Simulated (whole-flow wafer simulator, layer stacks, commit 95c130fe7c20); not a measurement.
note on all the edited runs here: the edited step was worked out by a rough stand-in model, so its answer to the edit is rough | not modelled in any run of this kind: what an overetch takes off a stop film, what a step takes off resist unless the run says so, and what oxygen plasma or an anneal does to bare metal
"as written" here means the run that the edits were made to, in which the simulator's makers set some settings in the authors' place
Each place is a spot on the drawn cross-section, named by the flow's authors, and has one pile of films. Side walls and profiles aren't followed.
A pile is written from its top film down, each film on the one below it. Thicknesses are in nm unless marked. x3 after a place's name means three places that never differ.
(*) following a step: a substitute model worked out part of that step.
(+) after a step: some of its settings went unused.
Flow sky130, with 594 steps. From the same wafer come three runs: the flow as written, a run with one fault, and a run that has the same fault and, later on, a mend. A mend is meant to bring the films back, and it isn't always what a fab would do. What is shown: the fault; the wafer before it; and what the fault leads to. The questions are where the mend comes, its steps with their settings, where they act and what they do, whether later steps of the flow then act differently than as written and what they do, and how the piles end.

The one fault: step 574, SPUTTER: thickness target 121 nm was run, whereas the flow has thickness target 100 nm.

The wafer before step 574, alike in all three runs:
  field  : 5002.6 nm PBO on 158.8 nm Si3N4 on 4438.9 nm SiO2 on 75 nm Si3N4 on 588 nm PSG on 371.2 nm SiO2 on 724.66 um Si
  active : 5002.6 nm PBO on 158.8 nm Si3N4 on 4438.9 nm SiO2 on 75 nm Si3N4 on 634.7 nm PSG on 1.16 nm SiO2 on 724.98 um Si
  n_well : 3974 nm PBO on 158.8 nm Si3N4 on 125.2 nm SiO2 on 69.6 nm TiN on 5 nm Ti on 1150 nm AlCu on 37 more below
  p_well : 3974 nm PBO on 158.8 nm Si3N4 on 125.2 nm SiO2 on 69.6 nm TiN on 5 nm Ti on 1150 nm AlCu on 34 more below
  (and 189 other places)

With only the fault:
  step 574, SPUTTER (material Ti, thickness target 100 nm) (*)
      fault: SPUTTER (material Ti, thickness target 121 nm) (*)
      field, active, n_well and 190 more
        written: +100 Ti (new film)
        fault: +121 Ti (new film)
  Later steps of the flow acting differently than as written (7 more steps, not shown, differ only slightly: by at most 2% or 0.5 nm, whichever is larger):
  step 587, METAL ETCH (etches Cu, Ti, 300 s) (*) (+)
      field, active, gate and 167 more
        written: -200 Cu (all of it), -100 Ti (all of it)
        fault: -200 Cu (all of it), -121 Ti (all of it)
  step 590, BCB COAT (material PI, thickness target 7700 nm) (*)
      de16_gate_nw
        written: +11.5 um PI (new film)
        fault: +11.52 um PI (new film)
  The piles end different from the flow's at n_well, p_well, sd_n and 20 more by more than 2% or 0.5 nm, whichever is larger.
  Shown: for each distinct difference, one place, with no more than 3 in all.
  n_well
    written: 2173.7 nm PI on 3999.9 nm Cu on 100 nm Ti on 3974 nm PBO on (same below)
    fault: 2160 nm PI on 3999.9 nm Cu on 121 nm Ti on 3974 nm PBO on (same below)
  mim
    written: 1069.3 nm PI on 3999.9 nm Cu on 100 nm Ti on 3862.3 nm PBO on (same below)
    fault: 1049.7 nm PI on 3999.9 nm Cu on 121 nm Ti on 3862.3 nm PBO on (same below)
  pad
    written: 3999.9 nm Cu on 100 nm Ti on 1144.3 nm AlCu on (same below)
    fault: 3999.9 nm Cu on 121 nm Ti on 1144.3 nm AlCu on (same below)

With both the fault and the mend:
  The mend stands after step 574.
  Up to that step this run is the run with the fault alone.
  step 574a, ETCH (chemistry CF4/O2, etches Si3N4, SiO2, TiN, Ti, depth target 21 nm) (the flow's step 554 again, with other settings)
      field, active, n_well and 190 more
        -21 Ti
  Every later step of the flow that is run acts as written, at every place that is followed, to within 2% or 0.5 nm, whichever is larger.
  At every place that both follow, the piles at the end match the flow's.
